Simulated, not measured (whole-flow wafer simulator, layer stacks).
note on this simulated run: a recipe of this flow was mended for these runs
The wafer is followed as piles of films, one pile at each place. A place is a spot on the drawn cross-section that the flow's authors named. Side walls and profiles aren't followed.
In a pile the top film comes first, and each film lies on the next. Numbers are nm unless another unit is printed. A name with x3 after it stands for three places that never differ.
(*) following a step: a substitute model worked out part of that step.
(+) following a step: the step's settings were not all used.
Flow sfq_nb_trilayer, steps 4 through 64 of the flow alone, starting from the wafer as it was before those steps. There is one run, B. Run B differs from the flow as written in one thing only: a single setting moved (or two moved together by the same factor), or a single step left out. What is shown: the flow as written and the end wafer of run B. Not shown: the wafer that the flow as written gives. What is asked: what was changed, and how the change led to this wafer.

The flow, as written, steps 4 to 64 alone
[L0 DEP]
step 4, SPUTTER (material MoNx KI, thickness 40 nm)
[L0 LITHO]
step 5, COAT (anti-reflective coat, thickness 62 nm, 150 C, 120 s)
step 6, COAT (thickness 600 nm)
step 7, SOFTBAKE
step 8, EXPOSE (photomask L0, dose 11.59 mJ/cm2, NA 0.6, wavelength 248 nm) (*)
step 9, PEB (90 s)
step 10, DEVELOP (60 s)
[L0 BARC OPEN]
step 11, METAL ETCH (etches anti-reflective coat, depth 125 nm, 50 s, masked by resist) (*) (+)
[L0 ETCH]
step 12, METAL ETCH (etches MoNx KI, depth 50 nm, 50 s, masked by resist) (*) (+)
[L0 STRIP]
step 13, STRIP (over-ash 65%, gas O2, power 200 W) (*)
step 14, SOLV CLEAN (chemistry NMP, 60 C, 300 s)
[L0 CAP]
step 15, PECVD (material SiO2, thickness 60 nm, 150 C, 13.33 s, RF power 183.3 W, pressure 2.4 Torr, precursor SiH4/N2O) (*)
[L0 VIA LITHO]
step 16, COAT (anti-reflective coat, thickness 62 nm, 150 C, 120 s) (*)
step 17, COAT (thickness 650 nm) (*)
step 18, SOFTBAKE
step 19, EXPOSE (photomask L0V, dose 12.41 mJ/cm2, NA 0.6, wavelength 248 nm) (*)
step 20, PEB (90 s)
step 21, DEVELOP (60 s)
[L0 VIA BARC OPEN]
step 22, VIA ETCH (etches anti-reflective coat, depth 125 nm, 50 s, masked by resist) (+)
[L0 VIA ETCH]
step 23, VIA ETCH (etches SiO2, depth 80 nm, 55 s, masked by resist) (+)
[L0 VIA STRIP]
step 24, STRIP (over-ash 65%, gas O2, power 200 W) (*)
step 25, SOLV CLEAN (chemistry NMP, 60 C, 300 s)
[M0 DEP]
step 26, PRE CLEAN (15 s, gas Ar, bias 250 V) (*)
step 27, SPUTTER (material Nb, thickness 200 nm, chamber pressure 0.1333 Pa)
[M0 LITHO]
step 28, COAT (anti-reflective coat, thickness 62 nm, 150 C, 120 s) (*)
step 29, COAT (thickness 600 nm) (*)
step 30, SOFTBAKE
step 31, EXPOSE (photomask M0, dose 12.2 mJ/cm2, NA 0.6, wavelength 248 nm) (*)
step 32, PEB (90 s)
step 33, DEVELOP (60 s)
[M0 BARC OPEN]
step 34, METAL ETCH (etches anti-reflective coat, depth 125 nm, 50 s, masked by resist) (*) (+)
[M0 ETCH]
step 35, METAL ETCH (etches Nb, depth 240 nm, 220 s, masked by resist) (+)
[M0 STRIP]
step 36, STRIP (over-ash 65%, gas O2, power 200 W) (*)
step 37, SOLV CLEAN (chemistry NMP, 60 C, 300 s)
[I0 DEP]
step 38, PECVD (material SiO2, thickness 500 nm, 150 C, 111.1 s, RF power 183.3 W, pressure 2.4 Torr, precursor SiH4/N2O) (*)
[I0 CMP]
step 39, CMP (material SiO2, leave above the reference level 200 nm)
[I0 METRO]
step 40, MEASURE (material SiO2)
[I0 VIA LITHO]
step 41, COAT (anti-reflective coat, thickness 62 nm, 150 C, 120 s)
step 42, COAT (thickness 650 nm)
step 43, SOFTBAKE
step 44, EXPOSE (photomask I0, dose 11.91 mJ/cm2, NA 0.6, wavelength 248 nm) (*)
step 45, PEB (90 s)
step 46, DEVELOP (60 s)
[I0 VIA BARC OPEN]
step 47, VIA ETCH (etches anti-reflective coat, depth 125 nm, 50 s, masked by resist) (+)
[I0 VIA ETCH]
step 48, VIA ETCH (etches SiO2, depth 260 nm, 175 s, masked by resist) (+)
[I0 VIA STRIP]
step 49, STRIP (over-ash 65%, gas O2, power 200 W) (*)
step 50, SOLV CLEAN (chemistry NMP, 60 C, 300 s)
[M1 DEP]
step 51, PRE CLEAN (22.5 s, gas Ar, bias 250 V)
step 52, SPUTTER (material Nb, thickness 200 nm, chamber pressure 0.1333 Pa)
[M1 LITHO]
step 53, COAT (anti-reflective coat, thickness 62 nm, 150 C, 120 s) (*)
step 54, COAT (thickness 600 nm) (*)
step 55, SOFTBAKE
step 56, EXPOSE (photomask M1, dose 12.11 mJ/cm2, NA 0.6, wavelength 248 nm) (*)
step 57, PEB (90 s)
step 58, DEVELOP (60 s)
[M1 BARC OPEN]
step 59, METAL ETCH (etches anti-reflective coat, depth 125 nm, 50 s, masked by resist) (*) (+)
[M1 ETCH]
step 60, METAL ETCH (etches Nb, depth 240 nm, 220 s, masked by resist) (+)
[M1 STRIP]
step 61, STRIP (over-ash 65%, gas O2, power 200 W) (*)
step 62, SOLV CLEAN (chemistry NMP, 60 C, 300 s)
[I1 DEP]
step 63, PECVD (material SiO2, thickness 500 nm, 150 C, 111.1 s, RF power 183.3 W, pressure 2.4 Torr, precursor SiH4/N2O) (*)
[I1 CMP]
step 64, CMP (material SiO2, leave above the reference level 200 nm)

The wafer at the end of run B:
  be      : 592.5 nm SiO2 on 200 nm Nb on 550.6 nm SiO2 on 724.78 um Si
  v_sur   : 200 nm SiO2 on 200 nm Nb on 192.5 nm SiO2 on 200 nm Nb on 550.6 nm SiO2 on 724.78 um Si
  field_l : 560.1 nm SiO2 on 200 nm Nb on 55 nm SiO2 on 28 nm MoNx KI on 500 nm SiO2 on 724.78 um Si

The reason: step 4, SPUTTER: thickness 28 nm was run, while the flow as written has thickness 40 nm.
The wafer lets one read it off: field_l has MoNx KI 28, and step 4 as written asks for 40 nm.

The path from the change to this, step by step:
  step 4, SPUTTER (material MoNx KI, thickness 40 nm)
      field_l, v_sur, via_wl and 103 more: +28 MoNx KI (new film) (as written it would have been: +40 MoNx KI (new film))
  step 12, METAL ETCH (etches MoNx KI, depth 50 nm, 50 s, masked by resist) (*) (+)
      v_sur, via_wl, via_w and 97 more: -28 MoNx KI (all of it), -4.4 SiO2 (as written it would have been: -40 MoNx KI (all of it), -2 SiO2)
  step 16, COAT (anti-reflective coat, thickness 62 nm, 150 C, 120 s) (*)
      l0r_line_c, l0r_line_r: +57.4 anti-reflective coat (new film) (as written it would have been: +56.2 anti-reflective coat (new film))
      field_l: +52.5 anti-reflective coat (new film) (as written it would have been: +50 anti-reflective coat (new film))
      (and at 5 other places as well)
  step 24, STRIP (over-ash 65%, gas O2, power 200 W) (*)
      field_l: -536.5 KrF-resist-other-grade (all of it), -52.5 anti-reflective coat (all of it) (as written it would have been: -534.7 KrF-resist-other-grade (all of it), -50 anti-reflective coat (all of it))
      v_sur: -543.8 KrF-resist-other-grade (all of it), -74.6 anti-reflective coat (all of it) (as written it would have been: -544.6 KrF-resist-other-grade (all of it), -78.1 anti-reflective coat (all of it))
      (and at 6 other places as well)
  step 28, COAT (anti-reflective coat, thickness 62 nm, 150 C, 120 s) (*)
      field_l: +53 anti-reflective coat (new film) (as written it would have been: +50.5 anti-reflective coat (new film))
      v_sur: +74.6 anti-reflective coat (new film) (as written it would have been: +78.2 anti-reflective coat (new film))
      (and at 4 other places as well)
  step 36, STRIP (over-ash 65%, gas O2, power 200 W) (*)
      field_l: -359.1 KrF-resist-other-grade (all of it), -53 anti-reflective coat (all of it) (as written it would have been: -357.4 KrF-resist-other-grade (all of it), -50.5 anti-reflective coat (all of it))
      v_sur: -366.6 KrF-resist-other-grade (all of it), -74.6 anti-reflective coat (all of it) (as written it would have been: -367.4 KrF-resist-other-grade (all of it), -78.2 anti-reflective coat (all of it))
      (and at 4 other places as well)
  step 39, CMP (material SiO2, leave above the reference level 200 nm)
      field_l, l0_sur, l0r_line_l, l0r_line_c, l0r_line_r: -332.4 SiO2 (as written it would have been: -342 SiO2)
      l0v: -267.8 SiO2 (as written it would have been: -277.4 SiO2)
